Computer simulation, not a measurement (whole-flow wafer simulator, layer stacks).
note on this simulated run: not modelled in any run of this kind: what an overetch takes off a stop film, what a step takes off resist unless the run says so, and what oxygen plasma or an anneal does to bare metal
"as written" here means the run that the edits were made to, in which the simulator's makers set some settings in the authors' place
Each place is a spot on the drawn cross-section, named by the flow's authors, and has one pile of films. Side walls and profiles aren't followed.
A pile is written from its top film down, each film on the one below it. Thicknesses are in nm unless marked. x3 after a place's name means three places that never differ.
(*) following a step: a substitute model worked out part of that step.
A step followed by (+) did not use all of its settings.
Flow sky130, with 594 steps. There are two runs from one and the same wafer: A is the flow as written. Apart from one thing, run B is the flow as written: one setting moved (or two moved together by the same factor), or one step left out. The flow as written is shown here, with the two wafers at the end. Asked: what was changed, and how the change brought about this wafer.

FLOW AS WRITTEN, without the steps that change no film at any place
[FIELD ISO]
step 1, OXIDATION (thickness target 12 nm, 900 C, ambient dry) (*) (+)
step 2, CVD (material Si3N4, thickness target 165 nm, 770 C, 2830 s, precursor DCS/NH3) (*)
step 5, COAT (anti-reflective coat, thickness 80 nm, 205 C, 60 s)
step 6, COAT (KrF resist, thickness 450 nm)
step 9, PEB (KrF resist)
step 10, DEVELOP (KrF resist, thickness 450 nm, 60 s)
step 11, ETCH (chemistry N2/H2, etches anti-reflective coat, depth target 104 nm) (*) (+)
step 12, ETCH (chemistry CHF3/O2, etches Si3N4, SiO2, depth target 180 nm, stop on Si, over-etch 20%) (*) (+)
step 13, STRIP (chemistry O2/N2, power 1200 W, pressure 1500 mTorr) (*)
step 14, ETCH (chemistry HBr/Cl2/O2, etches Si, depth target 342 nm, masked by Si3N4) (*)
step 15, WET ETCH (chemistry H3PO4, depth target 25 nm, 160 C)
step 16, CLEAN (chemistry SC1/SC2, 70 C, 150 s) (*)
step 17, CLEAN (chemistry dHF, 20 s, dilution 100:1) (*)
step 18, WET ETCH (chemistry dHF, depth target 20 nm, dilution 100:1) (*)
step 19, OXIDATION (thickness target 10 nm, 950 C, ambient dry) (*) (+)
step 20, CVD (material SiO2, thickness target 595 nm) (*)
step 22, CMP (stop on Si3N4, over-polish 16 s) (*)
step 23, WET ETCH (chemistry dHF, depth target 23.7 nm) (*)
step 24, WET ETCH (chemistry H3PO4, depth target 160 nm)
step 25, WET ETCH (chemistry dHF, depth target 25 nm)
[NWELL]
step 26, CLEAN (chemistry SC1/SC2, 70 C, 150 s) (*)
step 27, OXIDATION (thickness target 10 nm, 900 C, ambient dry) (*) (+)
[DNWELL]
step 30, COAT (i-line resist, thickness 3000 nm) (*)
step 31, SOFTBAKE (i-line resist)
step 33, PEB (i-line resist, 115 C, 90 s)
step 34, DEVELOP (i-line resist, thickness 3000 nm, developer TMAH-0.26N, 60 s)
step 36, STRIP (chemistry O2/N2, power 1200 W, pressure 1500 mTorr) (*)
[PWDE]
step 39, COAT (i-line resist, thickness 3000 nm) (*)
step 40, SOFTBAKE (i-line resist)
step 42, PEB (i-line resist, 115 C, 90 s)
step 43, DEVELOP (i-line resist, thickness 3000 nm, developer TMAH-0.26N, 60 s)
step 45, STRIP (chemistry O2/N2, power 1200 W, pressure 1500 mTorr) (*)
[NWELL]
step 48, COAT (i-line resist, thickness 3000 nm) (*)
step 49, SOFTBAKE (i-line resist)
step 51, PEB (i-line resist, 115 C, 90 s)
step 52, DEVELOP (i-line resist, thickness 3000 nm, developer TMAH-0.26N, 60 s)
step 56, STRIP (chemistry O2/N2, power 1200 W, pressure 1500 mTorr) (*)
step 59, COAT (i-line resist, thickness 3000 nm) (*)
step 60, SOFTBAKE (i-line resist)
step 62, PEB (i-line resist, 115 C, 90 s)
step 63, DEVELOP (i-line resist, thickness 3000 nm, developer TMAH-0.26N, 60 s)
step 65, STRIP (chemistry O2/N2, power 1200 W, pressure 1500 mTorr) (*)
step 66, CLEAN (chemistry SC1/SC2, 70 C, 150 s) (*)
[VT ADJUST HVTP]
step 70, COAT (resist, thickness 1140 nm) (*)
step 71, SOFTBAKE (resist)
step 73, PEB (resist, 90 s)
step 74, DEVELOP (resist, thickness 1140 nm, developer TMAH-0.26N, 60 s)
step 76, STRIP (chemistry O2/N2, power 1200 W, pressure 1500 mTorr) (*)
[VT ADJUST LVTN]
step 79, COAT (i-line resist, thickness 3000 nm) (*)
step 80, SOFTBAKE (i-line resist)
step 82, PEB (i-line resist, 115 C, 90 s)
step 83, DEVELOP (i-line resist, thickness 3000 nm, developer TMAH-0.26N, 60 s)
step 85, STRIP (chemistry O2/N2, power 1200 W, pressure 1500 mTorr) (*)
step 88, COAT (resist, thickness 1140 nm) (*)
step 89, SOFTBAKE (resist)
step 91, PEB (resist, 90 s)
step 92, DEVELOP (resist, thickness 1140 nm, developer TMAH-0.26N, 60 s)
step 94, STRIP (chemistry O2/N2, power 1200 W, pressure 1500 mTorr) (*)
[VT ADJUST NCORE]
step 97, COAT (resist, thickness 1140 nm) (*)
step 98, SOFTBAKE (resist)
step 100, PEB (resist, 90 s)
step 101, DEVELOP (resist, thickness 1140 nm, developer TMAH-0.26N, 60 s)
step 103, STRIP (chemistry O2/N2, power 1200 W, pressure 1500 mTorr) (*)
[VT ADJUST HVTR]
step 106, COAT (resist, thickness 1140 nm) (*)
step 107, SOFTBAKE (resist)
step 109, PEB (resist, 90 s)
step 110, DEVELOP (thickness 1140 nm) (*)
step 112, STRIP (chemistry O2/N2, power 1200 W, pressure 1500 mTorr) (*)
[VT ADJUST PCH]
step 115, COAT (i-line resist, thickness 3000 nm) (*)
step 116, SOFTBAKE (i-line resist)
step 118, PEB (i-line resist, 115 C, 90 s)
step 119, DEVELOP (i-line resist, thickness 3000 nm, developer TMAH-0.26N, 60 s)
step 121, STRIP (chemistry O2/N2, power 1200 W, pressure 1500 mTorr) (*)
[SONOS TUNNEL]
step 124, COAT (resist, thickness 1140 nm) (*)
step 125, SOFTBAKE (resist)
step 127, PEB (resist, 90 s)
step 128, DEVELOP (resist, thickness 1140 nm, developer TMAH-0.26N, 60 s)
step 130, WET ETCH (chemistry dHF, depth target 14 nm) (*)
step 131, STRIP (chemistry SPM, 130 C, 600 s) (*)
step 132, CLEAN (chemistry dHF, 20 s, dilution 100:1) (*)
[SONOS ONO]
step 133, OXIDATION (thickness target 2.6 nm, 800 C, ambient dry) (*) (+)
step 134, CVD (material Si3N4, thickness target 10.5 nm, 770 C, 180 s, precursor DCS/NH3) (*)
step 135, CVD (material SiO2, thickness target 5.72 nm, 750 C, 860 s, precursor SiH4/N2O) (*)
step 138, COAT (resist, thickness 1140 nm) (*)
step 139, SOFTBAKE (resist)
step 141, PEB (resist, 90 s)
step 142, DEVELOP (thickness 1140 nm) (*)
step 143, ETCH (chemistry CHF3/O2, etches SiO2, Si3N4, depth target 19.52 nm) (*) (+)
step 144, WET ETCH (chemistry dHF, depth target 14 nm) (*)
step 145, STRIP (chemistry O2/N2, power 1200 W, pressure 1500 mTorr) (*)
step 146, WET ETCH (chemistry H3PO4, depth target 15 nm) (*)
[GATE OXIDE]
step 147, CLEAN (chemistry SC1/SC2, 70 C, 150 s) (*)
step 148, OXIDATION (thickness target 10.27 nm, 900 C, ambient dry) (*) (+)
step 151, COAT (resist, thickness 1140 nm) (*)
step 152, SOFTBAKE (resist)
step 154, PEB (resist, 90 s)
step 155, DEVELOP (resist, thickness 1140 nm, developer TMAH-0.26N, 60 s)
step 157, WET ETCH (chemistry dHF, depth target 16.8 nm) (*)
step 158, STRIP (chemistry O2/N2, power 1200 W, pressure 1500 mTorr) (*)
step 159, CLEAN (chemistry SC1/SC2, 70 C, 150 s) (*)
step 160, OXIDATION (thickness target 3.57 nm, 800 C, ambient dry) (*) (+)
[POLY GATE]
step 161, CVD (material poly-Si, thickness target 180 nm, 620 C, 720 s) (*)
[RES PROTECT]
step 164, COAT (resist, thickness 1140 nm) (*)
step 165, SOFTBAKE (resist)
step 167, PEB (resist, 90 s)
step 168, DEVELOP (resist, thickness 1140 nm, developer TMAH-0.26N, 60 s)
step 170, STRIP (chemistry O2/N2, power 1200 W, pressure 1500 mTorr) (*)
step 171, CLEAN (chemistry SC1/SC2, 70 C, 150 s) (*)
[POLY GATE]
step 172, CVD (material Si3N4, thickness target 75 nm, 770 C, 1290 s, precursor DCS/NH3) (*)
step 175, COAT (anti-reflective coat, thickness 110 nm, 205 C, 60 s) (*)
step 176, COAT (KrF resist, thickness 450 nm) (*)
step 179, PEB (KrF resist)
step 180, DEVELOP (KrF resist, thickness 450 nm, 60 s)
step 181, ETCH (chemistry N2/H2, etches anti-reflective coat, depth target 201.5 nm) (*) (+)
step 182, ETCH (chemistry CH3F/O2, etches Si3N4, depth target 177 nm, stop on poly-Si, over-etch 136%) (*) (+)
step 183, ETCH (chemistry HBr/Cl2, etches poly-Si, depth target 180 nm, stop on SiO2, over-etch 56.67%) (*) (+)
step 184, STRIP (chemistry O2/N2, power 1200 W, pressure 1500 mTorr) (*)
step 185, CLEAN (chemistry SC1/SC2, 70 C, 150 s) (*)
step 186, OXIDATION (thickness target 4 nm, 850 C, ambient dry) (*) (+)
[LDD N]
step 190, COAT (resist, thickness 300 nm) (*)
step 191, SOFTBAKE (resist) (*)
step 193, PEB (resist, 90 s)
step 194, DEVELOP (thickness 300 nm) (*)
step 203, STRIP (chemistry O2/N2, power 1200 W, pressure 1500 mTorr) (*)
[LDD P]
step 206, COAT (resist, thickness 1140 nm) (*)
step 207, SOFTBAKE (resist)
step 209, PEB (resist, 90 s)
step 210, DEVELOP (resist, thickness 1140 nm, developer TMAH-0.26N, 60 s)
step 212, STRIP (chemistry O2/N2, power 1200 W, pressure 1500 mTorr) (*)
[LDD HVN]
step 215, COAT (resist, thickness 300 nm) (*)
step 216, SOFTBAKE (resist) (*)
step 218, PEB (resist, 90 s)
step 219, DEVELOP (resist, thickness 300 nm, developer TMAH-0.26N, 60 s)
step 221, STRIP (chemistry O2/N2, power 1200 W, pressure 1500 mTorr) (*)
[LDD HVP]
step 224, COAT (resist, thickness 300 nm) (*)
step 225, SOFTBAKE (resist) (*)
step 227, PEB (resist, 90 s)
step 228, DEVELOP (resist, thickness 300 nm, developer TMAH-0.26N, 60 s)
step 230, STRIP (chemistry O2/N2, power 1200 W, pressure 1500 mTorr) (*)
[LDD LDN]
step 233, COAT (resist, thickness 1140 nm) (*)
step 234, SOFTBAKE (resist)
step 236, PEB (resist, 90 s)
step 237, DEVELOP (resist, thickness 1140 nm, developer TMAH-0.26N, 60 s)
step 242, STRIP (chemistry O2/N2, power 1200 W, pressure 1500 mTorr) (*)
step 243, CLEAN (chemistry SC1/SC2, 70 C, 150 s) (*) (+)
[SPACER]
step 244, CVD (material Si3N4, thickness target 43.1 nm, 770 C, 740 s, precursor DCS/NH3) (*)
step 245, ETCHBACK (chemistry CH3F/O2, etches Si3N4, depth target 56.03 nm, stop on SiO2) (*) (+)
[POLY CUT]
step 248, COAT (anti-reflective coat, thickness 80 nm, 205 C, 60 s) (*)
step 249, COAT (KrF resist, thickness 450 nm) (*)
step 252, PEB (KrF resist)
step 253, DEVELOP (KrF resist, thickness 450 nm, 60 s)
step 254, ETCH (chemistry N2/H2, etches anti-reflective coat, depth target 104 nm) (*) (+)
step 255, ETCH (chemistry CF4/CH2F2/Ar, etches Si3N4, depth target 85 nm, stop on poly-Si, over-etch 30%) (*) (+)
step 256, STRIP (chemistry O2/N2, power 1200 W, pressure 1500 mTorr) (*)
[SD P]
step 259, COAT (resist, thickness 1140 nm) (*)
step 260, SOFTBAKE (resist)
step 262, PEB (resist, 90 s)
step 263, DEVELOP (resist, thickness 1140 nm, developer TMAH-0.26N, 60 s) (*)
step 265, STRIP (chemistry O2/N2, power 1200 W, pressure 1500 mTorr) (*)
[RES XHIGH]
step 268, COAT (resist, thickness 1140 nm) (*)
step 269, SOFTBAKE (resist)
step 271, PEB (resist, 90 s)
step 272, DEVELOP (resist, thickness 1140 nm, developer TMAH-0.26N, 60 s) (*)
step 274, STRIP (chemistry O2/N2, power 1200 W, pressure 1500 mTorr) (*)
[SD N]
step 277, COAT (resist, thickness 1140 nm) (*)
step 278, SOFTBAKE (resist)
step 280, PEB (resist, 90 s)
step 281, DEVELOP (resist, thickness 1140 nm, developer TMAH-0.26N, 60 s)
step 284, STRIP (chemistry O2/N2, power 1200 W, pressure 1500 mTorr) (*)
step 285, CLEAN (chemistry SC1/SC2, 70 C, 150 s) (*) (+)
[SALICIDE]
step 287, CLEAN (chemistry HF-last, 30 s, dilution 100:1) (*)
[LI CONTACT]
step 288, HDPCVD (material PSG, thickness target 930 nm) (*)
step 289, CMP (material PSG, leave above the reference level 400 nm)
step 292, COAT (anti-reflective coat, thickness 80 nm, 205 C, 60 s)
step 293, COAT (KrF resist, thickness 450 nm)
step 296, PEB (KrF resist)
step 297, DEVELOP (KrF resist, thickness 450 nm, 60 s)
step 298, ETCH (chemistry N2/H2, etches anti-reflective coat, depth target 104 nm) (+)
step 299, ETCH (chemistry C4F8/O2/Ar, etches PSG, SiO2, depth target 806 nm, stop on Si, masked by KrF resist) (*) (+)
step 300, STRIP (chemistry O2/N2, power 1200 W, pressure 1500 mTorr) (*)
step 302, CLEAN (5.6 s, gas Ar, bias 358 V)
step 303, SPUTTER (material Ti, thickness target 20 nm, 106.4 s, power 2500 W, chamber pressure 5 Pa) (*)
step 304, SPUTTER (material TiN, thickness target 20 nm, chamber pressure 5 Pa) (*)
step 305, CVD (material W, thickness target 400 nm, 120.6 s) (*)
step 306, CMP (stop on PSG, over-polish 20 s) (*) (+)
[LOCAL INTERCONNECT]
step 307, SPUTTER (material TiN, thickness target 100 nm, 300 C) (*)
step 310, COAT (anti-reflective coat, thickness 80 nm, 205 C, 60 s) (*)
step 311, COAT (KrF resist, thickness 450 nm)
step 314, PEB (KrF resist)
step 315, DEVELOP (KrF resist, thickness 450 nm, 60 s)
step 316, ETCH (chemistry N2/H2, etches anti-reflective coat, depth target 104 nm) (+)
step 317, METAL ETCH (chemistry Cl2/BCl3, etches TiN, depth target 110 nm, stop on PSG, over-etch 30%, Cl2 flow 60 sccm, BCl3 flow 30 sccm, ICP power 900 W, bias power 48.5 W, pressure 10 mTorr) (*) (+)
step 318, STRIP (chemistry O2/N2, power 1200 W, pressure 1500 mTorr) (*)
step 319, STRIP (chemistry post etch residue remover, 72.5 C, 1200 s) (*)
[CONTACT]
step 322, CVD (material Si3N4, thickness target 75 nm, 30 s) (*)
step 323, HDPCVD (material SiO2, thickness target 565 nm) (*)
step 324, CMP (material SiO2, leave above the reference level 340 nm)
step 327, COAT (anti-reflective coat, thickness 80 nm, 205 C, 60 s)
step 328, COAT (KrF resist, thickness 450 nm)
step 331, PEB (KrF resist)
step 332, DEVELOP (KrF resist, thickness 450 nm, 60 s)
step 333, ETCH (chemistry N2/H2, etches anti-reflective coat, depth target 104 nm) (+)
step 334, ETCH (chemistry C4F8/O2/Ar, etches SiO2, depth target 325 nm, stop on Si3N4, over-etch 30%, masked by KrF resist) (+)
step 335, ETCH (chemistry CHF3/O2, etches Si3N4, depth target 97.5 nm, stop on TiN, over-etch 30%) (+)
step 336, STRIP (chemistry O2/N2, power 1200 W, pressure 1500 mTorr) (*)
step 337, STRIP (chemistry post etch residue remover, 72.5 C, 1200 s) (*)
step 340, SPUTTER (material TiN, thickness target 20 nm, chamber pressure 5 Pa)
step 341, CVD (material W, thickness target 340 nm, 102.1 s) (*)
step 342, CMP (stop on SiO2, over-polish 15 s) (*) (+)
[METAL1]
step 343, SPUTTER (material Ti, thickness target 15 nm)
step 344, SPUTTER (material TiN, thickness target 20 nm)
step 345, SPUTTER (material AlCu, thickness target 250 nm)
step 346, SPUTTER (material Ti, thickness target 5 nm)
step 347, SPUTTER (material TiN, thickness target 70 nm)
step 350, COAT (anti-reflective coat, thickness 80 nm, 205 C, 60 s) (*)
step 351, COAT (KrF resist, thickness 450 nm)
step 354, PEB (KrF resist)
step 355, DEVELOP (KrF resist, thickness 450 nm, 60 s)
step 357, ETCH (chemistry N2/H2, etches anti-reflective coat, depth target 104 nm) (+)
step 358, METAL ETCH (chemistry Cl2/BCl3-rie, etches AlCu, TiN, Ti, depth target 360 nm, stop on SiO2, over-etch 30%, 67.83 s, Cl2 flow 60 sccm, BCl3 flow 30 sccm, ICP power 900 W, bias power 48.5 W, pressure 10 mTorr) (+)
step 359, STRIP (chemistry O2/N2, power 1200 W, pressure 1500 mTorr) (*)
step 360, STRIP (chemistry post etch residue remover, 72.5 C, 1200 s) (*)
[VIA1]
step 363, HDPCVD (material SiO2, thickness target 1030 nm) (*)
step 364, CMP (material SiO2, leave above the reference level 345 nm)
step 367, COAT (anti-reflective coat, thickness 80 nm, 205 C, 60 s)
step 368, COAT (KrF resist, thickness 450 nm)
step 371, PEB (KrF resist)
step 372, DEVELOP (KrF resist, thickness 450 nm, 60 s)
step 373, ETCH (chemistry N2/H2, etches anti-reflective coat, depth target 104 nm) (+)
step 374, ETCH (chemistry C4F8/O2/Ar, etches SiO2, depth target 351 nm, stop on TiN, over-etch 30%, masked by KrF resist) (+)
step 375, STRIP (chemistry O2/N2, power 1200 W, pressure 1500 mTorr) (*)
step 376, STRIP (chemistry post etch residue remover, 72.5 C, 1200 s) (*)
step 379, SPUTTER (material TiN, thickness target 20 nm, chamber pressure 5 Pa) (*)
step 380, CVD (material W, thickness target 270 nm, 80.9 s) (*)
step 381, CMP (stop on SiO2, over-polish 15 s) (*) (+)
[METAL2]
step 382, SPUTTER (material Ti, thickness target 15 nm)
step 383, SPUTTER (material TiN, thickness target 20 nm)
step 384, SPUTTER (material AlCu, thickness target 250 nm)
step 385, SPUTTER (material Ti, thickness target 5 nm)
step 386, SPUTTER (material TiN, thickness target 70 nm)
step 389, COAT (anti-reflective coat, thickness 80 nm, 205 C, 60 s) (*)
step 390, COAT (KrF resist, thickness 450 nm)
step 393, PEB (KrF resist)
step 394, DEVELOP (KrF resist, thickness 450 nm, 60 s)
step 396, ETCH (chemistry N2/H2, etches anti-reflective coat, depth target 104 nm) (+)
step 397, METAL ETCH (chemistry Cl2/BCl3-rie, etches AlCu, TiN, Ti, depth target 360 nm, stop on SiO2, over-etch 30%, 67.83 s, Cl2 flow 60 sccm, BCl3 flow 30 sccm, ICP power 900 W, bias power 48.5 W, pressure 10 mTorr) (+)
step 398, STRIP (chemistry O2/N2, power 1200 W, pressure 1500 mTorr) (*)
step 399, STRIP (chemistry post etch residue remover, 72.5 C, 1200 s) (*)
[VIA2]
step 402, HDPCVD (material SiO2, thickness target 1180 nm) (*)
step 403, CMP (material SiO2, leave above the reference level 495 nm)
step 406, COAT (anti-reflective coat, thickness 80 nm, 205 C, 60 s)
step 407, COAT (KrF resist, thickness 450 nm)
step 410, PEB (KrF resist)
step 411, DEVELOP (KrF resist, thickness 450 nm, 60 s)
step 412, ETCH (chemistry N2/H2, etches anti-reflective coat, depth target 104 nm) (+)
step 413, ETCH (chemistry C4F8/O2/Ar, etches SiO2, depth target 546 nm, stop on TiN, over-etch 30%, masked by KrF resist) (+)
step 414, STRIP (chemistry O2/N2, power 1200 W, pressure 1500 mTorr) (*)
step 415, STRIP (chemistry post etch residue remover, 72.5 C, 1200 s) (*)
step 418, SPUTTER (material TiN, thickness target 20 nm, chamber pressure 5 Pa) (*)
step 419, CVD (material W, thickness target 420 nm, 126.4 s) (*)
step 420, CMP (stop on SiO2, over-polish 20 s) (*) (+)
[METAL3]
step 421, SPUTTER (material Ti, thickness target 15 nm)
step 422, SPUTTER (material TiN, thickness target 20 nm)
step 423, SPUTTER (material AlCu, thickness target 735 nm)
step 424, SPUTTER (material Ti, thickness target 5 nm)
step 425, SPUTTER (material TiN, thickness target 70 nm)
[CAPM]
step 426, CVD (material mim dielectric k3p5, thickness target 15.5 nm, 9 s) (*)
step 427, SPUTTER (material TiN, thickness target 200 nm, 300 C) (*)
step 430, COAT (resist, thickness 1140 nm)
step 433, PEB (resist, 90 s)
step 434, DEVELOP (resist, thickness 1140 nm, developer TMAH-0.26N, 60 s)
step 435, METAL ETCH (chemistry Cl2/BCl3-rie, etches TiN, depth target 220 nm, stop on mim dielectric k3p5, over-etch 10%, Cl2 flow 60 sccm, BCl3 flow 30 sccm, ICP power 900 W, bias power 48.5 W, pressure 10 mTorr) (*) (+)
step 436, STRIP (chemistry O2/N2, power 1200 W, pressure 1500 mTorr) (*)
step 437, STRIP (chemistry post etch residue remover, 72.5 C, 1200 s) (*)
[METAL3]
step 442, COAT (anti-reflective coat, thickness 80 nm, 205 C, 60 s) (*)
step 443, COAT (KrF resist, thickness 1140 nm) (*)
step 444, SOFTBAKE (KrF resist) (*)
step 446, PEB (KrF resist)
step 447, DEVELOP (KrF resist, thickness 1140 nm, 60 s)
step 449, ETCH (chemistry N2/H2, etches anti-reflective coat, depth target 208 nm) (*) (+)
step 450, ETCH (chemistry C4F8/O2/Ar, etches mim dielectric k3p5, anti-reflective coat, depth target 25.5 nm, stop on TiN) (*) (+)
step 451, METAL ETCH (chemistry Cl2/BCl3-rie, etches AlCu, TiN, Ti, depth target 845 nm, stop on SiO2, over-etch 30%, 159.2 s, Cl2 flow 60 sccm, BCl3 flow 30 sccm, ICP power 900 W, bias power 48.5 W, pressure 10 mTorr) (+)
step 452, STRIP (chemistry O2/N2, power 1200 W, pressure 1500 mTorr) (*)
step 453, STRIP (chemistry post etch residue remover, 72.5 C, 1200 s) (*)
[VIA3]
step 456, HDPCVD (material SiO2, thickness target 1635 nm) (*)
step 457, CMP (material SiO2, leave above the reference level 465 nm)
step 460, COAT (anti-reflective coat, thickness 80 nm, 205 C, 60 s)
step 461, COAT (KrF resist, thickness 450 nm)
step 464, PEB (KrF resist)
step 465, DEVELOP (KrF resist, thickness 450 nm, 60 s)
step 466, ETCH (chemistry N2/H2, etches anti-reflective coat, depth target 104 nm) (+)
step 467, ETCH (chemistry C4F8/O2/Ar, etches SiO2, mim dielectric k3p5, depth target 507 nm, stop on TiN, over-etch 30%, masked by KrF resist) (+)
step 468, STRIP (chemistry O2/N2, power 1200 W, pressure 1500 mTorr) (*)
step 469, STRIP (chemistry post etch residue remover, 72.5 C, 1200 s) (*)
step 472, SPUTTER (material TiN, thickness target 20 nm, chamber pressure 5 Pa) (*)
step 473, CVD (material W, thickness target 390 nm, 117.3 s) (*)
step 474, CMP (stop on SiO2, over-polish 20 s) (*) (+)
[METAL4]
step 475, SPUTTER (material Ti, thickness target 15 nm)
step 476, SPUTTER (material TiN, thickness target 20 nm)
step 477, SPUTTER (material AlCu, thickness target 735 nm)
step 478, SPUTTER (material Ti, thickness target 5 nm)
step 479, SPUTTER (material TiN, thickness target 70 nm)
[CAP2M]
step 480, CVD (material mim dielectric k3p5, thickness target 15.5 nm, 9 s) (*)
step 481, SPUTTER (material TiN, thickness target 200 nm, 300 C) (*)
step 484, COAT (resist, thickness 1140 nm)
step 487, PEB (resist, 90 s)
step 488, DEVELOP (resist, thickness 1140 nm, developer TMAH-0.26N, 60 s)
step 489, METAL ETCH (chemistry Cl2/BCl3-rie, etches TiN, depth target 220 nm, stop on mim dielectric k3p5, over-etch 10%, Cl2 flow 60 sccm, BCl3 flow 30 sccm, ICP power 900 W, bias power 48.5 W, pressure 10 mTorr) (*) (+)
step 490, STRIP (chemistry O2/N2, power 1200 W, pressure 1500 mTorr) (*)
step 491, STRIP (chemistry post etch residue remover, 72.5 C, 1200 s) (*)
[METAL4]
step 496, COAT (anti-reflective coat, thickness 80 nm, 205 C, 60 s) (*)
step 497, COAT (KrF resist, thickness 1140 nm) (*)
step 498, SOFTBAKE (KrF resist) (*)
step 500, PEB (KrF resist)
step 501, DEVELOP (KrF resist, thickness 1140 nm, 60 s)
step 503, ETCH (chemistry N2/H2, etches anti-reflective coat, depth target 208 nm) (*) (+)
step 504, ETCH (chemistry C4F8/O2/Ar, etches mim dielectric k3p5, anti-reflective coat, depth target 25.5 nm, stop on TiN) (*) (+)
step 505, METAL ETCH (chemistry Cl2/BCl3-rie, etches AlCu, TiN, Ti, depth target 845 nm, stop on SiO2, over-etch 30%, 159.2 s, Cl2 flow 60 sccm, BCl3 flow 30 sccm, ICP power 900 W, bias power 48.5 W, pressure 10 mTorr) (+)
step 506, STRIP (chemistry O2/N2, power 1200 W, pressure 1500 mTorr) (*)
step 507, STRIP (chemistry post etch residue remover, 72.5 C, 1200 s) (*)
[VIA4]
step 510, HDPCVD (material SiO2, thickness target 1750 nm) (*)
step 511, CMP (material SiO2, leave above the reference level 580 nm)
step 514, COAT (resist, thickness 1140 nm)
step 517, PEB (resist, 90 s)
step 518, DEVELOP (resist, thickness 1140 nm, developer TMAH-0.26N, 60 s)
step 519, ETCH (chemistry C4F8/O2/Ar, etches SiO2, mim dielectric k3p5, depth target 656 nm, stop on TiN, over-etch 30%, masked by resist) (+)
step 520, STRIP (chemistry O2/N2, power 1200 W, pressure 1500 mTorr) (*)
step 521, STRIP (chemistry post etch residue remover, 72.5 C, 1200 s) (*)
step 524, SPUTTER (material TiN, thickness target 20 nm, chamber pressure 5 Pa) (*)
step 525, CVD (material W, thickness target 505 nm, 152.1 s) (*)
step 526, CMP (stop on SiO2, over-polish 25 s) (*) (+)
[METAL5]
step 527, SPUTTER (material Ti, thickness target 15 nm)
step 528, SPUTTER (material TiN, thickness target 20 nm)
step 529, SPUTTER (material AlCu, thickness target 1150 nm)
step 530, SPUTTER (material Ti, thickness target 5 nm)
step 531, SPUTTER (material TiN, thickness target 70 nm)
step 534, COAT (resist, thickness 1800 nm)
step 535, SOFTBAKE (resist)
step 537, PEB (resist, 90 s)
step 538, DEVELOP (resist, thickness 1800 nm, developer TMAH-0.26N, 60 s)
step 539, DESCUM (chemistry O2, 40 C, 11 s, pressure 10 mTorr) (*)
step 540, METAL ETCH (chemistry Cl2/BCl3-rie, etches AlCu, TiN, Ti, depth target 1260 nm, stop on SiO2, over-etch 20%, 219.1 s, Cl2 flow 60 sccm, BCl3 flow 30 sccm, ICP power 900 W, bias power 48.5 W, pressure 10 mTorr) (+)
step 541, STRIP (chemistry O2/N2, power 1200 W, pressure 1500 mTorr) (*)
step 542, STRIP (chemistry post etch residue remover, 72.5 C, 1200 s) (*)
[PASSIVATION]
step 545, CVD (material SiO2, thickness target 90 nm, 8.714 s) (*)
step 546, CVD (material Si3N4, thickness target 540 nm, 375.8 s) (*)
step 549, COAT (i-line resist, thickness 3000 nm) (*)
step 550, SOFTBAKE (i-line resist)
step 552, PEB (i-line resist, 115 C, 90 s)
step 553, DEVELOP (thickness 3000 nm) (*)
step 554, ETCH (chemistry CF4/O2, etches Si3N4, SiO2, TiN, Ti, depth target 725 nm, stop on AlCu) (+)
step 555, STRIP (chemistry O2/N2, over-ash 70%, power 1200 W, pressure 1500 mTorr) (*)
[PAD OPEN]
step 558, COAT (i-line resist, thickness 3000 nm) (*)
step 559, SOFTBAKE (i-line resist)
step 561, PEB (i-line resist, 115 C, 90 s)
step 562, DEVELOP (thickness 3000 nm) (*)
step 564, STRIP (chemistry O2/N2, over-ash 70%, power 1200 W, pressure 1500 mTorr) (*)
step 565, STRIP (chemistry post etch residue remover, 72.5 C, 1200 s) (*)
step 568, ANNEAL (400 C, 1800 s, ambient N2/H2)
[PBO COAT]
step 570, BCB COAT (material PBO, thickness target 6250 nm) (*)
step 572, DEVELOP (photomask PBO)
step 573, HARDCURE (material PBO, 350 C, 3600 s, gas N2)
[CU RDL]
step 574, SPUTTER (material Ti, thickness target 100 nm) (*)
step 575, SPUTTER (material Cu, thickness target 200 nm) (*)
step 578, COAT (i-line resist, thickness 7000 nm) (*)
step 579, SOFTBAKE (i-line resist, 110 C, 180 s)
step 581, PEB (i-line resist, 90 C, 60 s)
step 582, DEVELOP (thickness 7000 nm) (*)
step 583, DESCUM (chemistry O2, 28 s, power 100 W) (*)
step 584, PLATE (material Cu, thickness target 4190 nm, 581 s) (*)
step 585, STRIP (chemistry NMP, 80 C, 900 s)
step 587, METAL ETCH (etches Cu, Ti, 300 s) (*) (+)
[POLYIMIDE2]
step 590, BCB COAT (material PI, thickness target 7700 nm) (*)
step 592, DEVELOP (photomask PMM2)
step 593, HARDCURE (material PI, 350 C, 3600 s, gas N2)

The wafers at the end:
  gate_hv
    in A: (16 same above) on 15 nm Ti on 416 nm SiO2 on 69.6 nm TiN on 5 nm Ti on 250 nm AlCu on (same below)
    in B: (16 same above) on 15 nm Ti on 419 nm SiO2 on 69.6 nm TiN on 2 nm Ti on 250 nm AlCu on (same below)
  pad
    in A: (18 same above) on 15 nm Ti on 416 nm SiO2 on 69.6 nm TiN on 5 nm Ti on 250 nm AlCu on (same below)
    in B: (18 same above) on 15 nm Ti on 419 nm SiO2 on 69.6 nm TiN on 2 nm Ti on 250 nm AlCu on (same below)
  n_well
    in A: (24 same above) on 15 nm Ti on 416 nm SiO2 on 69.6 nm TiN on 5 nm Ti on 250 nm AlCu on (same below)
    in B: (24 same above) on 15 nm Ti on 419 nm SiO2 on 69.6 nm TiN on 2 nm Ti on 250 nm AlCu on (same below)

The reason: step 385, SPUTTER: thickness target 2 nm was run, while the flow as written has thickness target 5 nm.
The wafer lets one read it off: gate_hv has Ti 2, and step 385 as written asks for 5 nm.

The path from the change to this, step by step:
  step 385, SPUTTER (material Ti, thickness target 5 nm)
      field, active, n_well and 188 more: A +5 Ti (new film) | B +2 Ti (new film)
  step 397, METAL ETCH (chemistry Cl2/BCl3-rie, etches AlCu, TiN, Ti, depth target 360 nm, stop on SiO2, over-etch 30%, 67.83 s, Cl2 flow 60 sccm, BCl3 flow 30 sccm, ICP power 900 W, bias power 48.5 W, pressure 10 mTorr) (+)
      field, active, gate and 82 more: A -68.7 TiN (all of it), -5 Ti (all of it), -250 AlCu (all of it), -20 TiN (all of it), -15 Ti (all of it), -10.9 SiO2 | B -68.7 TiN (all of it), -2 Ti (all of it), -250 AlCu (all of it), -20 TiN (all of it), -15 Ti (all of it), -11.2 SiO2
